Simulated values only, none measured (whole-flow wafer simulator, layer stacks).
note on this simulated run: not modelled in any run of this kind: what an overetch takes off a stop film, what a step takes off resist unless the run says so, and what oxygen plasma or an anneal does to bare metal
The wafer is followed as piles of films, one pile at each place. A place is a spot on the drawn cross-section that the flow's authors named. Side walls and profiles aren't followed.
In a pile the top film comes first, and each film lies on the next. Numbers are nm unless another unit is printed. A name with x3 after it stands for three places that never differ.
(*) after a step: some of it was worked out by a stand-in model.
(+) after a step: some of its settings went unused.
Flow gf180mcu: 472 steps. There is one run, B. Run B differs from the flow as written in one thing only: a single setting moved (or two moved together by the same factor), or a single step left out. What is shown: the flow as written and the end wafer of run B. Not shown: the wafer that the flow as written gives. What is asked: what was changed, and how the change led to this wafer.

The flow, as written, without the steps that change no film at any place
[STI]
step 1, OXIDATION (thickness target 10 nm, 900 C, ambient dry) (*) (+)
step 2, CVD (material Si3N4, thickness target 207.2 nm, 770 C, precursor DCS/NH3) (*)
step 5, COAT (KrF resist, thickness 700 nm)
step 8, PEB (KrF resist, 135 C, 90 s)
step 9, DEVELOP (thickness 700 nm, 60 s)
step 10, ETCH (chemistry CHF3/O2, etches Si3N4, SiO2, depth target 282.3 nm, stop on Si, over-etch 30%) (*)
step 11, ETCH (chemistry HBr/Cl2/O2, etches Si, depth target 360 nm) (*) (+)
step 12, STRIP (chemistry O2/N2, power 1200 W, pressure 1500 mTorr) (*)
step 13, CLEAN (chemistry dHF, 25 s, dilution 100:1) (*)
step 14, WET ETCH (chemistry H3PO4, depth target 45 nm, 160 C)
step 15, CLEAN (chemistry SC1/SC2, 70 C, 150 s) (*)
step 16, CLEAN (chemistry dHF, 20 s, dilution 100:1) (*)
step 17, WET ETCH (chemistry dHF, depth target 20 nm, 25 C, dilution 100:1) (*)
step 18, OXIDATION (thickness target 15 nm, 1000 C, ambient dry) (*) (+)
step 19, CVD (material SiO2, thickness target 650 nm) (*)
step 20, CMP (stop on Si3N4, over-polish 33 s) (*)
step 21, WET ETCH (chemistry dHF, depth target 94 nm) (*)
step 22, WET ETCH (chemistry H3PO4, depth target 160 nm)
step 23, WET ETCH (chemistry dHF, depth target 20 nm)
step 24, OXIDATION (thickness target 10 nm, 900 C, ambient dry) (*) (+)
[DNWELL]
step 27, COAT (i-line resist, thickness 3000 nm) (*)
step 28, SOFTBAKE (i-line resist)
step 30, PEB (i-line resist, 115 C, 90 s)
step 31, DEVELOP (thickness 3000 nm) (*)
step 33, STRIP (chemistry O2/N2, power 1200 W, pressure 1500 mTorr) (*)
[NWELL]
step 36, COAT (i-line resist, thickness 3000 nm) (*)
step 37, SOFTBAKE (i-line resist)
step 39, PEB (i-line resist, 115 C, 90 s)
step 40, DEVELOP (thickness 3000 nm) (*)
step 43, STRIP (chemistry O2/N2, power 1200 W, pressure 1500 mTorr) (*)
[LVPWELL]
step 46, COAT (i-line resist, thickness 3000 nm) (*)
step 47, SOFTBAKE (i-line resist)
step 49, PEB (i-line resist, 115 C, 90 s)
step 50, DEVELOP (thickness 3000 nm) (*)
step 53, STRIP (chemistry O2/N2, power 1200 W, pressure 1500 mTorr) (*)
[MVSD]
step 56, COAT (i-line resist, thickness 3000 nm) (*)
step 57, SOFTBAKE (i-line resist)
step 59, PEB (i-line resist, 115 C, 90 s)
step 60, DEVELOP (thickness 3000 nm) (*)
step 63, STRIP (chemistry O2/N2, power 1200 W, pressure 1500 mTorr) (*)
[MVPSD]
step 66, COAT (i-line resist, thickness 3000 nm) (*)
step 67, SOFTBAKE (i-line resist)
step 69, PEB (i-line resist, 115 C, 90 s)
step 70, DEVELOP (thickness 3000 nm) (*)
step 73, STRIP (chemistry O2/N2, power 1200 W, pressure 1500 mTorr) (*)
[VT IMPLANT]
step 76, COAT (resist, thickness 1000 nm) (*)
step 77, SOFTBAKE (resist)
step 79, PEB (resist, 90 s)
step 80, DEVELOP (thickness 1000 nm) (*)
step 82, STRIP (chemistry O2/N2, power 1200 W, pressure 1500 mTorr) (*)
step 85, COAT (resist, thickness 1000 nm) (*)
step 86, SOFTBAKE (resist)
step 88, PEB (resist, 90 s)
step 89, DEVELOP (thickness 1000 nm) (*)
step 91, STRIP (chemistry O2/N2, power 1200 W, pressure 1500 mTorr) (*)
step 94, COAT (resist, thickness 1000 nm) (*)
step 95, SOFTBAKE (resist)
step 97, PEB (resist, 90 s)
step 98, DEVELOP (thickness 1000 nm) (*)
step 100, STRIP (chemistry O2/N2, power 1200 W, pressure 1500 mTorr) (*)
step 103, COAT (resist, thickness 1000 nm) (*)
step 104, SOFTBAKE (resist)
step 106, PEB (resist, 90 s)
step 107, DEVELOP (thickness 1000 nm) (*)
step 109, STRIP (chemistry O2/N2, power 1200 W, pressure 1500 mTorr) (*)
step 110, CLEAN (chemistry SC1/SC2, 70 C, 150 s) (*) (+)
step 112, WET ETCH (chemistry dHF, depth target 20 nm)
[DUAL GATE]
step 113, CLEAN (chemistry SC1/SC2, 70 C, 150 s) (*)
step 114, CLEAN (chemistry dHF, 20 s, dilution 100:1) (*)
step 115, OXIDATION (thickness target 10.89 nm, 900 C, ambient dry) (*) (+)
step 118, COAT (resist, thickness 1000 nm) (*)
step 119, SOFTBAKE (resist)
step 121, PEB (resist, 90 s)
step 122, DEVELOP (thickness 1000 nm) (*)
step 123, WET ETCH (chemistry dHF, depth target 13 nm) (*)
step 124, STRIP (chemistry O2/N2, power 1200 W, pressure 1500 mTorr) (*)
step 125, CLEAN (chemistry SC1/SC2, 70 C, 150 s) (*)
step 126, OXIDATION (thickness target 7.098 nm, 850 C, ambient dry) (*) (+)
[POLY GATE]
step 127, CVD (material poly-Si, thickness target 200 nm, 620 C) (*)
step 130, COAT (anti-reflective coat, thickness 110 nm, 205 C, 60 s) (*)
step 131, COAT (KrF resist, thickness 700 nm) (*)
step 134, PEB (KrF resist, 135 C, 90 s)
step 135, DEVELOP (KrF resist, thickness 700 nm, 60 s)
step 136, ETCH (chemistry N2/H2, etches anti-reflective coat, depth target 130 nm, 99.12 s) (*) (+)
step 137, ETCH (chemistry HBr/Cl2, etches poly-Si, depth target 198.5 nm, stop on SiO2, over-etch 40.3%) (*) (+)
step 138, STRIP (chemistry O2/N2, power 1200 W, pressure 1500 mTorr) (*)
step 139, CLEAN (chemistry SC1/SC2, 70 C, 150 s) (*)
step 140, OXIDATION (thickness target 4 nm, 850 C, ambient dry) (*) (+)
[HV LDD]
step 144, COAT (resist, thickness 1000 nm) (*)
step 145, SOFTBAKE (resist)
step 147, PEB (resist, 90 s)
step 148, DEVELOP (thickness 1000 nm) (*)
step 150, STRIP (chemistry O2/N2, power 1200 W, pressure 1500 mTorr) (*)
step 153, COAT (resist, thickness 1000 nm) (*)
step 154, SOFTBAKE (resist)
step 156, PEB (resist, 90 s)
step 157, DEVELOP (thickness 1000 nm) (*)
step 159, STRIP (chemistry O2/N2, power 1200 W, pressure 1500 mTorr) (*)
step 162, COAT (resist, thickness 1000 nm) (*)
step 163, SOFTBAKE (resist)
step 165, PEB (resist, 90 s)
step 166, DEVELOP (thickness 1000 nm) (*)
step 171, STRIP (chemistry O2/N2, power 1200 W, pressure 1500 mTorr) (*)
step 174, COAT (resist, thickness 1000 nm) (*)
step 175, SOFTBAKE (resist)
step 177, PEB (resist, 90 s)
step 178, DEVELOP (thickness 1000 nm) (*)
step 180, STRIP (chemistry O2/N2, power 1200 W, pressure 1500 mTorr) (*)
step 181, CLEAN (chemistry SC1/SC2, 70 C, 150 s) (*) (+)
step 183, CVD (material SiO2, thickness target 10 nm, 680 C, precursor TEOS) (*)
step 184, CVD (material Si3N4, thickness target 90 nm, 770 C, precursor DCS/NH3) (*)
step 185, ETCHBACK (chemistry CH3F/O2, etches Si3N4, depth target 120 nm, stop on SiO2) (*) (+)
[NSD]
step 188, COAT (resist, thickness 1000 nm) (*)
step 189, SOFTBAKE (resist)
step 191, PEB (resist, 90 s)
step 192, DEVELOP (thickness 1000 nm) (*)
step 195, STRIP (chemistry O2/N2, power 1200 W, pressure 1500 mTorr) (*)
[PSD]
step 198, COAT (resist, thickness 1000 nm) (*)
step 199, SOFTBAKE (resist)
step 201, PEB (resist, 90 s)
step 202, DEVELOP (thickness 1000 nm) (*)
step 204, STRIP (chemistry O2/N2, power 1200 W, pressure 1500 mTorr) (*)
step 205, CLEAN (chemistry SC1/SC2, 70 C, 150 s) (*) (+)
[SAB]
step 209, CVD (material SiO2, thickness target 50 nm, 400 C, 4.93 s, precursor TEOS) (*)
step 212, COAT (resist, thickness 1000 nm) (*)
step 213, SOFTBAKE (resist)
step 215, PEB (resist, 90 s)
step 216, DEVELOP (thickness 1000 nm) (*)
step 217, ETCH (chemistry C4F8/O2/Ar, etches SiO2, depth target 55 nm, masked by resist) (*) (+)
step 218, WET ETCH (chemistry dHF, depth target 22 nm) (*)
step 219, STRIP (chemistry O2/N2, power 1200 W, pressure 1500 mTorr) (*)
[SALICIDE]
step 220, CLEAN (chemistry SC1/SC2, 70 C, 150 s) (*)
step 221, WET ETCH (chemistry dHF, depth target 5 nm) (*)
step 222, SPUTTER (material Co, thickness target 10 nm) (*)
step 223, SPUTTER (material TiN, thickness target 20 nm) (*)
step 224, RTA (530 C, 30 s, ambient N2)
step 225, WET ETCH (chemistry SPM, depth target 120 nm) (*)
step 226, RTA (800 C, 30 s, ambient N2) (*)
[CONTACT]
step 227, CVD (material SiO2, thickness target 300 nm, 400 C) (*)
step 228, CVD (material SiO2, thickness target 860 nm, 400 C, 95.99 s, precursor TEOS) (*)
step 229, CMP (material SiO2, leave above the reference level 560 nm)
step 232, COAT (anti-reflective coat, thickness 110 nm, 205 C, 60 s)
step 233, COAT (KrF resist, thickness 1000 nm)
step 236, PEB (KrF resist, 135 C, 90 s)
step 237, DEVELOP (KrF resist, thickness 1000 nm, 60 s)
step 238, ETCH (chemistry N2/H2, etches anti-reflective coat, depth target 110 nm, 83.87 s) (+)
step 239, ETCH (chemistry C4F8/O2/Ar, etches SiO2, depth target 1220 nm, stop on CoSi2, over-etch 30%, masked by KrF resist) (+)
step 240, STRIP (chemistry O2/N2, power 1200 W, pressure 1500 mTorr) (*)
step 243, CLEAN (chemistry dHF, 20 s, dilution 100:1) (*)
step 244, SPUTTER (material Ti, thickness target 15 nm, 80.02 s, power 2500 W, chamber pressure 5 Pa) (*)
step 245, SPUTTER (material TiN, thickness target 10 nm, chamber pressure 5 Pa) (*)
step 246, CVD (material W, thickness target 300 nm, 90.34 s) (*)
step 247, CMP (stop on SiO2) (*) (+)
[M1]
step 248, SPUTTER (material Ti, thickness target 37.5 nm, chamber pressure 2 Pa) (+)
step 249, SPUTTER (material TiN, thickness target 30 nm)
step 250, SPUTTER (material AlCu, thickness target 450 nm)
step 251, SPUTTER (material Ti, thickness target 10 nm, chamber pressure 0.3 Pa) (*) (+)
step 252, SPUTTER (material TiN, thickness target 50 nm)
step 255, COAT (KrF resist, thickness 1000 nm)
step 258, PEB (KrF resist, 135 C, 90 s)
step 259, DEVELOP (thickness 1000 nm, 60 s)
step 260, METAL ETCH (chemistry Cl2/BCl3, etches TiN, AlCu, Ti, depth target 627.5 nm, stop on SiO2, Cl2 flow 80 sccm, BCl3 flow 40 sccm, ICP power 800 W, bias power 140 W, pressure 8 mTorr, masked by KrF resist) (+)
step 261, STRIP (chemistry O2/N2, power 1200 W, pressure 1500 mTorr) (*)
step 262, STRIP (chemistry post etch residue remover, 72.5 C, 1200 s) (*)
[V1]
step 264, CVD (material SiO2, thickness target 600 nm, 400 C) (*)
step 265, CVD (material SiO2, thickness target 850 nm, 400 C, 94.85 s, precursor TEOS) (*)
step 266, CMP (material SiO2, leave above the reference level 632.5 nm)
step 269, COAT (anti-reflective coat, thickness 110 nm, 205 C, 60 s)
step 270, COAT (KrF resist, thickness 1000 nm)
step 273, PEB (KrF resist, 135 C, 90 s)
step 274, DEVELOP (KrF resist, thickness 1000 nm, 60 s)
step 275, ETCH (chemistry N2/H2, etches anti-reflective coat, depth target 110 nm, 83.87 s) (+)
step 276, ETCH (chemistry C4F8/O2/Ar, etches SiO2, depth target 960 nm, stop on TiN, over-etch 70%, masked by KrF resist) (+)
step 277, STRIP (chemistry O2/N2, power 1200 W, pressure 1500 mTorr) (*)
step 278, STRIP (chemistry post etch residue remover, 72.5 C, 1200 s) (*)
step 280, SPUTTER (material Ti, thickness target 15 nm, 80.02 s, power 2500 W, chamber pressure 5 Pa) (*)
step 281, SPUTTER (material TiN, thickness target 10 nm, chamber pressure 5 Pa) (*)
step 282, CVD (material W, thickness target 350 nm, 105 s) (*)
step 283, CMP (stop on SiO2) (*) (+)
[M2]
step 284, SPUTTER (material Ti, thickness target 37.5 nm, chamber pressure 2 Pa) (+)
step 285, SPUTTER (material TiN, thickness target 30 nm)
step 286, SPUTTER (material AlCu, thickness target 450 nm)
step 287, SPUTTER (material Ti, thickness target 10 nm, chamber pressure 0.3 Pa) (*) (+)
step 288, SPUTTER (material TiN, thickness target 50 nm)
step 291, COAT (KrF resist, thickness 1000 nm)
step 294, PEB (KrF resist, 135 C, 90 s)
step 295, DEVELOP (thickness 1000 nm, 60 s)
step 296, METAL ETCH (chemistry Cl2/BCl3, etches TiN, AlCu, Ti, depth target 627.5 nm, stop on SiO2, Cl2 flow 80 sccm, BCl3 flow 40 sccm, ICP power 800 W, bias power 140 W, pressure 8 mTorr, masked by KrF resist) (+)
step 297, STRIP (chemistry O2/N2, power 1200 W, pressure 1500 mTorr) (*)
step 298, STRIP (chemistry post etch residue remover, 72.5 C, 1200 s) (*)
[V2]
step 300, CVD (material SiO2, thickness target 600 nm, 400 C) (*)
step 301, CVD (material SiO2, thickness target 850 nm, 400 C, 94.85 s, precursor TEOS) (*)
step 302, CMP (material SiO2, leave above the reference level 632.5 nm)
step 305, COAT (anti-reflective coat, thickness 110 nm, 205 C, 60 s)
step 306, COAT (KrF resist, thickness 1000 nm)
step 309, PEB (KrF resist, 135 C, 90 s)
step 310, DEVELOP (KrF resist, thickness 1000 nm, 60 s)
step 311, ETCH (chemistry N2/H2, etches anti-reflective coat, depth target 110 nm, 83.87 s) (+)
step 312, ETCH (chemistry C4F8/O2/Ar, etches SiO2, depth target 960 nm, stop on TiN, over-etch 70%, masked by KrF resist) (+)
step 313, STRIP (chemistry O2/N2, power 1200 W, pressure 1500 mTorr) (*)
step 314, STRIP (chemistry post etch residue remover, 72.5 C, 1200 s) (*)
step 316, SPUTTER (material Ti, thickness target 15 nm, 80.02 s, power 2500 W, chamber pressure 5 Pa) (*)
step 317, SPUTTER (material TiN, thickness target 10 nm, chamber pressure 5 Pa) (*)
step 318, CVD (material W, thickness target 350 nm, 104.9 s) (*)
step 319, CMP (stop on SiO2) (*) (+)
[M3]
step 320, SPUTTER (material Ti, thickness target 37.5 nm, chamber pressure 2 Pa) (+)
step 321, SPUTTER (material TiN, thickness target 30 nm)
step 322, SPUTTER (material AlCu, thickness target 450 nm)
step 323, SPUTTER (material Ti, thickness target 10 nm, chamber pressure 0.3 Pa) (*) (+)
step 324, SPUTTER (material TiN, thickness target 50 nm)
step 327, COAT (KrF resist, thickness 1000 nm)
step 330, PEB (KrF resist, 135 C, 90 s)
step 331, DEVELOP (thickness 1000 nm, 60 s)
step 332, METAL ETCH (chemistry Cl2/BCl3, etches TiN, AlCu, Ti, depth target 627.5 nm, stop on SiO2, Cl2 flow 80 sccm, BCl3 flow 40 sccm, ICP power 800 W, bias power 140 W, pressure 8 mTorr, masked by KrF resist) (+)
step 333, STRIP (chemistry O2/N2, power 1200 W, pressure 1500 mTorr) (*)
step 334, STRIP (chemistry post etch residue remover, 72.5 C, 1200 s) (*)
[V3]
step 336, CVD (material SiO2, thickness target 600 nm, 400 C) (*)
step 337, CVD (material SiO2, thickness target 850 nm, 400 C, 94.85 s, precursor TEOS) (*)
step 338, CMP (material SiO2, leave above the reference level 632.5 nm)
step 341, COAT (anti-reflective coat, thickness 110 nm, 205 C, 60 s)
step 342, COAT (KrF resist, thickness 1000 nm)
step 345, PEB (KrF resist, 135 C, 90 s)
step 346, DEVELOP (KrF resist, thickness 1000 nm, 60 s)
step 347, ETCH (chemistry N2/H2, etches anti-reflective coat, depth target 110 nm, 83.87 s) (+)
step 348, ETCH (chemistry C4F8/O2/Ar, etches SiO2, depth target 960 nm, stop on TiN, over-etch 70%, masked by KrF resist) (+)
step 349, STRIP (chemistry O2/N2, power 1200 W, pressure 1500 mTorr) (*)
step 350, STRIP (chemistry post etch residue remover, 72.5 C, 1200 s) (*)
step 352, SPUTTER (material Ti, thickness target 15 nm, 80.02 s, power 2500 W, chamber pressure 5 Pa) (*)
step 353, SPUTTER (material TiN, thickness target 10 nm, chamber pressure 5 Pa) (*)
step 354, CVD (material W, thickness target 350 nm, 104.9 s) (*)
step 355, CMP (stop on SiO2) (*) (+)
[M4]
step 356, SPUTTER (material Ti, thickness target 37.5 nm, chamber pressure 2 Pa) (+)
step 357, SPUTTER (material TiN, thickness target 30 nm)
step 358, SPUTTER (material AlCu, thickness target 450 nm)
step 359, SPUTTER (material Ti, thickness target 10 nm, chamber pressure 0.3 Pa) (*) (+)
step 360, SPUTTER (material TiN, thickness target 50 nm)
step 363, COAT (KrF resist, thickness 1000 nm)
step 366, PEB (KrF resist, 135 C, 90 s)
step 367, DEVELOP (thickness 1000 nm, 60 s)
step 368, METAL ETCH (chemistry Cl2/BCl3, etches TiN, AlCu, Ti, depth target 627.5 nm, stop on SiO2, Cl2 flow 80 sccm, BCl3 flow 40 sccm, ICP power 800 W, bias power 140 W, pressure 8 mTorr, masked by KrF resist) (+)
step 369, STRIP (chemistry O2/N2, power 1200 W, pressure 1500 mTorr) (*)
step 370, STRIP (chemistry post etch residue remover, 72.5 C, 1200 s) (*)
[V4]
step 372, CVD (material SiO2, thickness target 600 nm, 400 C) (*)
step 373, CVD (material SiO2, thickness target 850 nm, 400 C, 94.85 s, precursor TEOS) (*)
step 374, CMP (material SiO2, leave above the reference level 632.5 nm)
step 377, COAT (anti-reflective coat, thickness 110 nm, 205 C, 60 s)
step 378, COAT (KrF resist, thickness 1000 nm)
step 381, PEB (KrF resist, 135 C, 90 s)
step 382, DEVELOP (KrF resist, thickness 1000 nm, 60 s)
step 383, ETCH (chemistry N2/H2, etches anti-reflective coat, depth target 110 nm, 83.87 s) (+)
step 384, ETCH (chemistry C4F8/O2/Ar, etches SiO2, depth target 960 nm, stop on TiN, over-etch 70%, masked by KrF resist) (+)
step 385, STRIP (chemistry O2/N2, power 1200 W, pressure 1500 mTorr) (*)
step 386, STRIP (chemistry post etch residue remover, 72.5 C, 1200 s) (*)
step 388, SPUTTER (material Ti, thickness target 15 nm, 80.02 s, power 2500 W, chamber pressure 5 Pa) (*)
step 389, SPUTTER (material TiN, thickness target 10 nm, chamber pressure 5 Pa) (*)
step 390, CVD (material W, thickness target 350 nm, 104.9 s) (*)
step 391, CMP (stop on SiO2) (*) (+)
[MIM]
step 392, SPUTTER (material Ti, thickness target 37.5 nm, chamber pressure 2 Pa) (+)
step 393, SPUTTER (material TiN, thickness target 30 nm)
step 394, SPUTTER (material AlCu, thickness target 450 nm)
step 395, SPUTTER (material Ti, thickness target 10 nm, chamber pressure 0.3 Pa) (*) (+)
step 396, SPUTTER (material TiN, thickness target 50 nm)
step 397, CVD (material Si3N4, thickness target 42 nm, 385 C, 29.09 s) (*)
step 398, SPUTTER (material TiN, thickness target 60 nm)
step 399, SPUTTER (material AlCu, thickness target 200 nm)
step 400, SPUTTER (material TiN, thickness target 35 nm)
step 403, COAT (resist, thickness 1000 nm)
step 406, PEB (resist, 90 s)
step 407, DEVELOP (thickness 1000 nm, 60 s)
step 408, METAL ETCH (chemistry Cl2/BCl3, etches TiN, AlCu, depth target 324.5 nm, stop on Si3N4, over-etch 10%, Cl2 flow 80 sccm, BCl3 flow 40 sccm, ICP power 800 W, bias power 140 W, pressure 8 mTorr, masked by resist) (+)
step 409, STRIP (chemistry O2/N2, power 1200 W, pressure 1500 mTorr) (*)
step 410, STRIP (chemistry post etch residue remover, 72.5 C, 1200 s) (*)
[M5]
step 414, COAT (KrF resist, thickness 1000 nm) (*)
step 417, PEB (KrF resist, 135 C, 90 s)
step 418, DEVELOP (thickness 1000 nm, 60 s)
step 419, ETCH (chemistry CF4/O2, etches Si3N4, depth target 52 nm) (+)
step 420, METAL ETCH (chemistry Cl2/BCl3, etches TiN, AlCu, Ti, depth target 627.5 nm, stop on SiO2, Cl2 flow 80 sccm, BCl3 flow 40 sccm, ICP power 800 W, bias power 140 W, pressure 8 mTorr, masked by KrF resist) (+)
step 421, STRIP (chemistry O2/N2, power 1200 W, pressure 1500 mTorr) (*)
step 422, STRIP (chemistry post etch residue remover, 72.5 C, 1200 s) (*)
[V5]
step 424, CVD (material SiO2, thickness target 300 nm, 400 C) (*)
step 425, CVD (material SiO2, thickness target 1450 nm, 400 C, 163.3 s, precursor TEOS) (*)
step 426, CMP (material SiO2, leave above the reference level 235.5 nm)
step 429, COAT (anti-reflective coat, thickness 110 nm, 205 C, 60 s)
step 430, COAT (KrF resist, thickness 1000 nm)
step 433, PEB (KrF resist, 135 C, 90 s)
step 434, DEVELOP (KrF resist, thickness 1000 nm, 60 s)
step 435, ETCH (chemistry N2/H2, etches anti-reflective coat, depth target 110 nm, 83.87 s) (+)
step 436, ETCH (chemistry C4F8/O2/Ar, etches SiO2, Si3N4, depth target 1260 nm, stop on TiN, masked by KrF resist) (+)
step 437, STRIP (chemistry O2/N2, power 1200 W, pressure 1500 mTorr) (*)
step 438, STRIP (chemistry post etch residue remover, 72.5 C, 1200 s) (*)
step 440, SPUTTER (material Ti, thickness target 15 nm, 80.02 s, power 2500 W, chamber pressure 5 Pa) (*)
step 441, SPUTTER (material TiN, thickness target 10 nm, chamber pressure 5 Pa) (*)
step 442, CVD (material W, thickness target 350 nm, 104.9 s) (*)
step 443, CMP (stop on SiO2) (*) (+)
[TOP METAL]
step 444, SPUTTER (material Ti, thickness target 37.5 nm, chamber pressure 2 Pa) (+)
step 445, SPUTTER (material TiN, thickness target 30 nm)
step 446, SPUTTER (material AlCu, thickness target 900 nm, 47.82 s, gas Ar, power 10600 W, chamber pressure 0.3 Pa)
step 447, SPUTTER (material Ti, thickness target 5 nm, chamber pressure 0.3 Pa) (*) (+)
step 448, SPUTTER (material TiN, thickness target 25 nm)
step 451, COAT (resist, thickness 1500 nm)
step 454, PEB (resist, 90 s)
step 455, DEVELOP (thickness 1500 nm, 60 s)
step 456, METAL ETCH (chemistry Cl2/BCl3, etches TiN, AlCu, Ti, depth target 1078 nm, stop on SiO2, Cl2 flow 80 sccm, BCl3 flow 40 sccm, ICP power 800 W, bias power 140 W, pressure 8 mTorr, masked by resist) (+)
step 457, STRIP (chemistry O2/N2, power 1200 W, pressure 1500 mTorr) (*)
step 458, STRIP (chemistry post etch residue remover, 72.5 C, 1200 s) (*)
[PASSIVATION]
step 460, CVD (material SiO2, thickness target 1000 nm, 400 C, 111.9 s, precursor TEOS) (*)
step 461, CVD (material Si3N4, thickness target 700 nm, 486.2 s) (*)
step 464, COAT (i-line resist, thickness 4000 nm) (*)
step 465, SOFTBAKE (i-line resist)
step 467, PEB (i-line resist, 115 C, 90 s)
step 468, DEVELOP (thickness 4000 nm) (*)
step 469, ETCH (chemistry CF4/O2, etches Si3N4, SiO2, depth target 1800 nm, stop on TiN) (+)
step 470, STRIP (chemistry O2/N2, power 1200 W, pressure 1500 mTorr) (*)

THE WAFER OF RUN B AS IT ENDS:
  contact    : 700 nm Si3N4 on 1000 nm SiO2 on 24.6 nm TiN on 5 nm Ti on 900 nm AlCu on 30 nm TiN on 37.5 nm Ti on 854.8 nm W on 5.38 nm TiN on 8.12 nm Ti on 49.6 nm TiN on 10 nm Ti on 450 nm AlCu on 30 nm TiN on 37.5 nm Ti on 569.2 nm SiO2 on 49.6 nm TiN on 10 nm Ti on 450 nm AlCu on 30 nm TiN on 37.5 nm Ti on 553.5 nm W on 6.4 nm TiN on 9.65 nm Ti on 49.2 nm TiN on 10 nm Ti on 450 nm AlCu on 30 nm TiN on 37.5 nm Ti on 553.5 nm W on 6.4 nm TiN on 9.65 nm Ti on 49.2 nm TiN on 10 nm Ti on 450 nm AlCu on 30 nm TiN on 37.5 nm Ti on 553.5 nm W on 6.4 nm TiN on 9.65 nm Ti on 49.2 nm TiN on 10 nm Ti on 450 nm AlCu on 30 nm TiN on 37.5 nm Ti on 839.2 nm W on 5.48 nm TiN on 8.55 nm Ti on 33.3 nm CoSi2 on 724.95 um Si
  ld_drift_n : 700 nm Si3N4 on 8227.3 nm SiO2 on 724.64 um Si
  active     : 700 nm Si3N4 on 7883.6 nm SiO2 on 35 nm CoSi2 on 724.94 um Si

The reason: step 384, ETCH: chemistry C4F8/O2/Ar, etches SiO2, depth target 960 nm, stop on TiN, over-etch 70%, masked by KrF resist (+), was skipped.

The path from the change to this, step by step:
  step 385, STRIP (chemistry O2/N2, power 1200 W, pressure 1500 mTorr) (*)
      field, field__w1, field__w2 and 107 more: -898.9 KrF resist (all of it), -110 anti-reflective coat (all of it) (as written it would have been: -706.9 KrF resist (all of it), -110 anti-reflective coat (all of it))
  step 388, SPUTTER (material Ti, thickness target 15 nm, 80.02 s, power 2500 W, chamber pressure 5 Pa) (*)
      contact: +15 Ti (new film) (as written it would have been: +9.65 Ti (new film))
  step 389, SPUTTER (material TiN, thickness target 10 nm, chamber pressure 5 Pa) (*)
      contact: +10 TiN (new film) (as written it would have been: +6.4 TiN (new film))
  step 390, CVD (material W, thickness target 350 nm, 104.9 s) (*)
      contact: +350 W (new film) (as written it would have been: +932.3 W (new film))
  step 391, CMP (stop on SiO2) (*) (+)
      contact: -350 W (all of it), -10 TiN (all of it), -15 Ti (all of it), -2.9 SiO2 (as written it would have been: -378.8 W)
Taking metal films that touch as one body, contact has 2 bodies (between them, from the top down: SiO2 569.2); the flow as written gives 1 body.
